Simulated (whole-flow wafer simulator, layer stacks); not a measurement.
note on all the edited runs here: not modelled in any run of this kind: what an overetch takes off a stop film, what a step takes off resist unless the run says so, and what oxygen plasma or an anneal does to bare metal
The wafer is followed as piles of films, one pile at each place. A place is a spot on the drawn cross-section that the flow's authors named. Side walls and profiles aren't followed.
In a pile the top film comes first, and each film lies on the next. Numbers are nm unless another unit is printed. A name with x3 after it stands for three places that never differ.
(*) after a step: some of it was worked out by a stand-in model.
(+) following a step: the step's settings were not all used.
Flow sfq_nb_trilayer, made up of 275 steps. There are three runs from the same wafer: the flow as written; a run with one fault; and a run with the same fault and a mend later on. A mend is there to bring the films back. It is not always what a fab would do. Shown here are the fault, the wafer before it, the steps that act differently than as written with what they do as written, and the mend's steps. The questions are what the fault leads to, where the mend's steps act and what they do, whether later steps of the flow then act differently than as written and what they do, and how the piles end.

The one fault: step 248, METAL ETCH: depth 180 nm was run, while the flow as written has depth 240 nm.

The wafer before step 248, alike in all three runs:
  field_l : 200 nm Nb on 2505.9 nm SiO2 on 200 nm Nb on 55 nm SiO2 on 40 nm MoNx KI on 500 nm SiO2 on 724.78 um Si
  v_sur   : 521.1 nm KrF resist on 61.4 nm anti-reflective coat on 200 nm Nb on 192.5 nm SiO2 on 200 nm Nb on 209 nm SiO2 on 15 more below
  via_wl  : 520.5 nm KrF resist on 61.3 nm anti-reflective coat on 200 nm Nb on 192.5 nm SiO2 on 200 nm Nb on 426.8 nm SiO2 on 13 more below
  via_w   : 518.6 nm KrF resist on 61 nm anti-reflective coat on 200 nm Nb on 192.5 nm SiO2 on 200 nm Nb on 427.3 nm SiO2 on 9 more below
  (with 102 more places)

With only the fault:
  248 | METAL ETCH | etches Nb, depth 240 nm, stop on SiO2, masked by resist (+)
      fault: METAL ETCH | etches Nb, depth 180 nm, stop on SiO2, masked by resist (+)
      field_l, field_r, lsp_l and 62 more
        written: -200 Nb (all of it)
        fault: -180 Nb
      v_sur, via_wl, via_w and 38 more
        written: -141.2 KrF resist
        fault: -105.9 KrF resist
  Steps further on in the flow that do not act as written:
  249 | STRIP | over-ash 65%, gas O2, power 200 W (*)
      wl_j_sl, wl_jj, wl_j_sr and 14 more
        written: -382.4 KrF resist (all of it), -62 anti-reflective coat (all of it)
        fault: -417.7 KrF resist (all of it), -62 anti-reflective coat (all of it)
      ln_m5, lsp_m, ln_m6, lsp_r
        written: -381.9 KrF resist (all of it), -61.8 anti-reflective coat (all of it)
        fault: -417.2 KrF resist (all of it), -61.8 anti-reflective coat (all of it)
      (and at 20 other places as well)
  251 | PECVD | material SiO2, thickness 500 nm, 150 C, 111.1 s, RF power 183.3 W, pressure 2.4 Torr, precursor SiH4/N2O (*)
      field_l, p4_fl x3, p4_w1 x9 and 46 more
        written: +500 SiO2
        fault: +500 SiO2 (new film)
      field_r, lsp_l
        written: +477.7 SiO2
        fault: +479.9 SiO2 (new film)
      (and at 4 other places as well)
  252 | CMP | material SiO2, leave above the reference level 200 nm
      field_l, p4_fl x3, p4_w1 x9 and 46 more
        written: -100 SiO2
        fault: -120 SiO2
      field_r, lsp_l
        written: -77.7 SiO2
        fault: -99.9 SiO2
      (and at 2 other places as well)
  By the end, the piles at field_l, field_r, lsp_l and 62 more depart from the flow's by more than 2% or 0.5 nm, whichever is larger.
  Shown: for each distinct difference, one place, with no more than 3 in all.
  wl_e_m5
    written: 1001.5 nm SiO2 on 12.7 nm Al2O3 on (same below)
    fault: 380 nm SiO2 on 20 nm Nb on 601.5 nm SiO2 on 12.7 nm Al2O3 on (same below)
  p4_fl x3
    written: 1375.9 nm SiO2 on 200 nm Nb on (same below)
    fault: 380 nm SiO2 on 20 nm Nb on 975.9 nm SiO2 on 200 nm Nb on (same below)
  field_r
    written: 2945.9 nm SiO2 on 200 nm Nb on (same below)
    fault: 380 nm SiO2 on 20 nm Nb on 2545.9 nm SiO2 on 200 nm Nb on (same below)

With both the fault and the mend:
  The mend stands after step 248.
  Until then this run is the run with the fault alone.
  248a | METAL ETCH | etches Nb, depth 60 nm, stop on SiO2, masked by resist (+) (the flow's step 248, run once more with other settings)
      field_l, field_r, lsp_l and 62 more
        -20 Nb (all of it)
      v_sur, via_wl, via_w and 38 more
        -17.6 KrF resist
  Steps further on in the flow that do not act as written:
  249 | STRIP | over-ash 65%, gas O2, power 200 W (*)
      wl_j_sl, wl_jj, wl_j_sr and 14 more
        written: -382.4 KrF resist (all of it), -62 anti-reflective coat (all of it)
        mend: -400 KrF resist (all of it), -62 anti-reflective coat (all of it)
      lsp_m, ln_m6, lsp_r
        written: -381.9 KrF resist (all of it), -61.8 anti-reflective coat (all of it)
        mend: -399.6 KrF resist (all of it), -61.8 anti-reflective coat (all of it)
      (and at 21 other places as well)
  At every place that both follow, the piles at the end match the flow's.
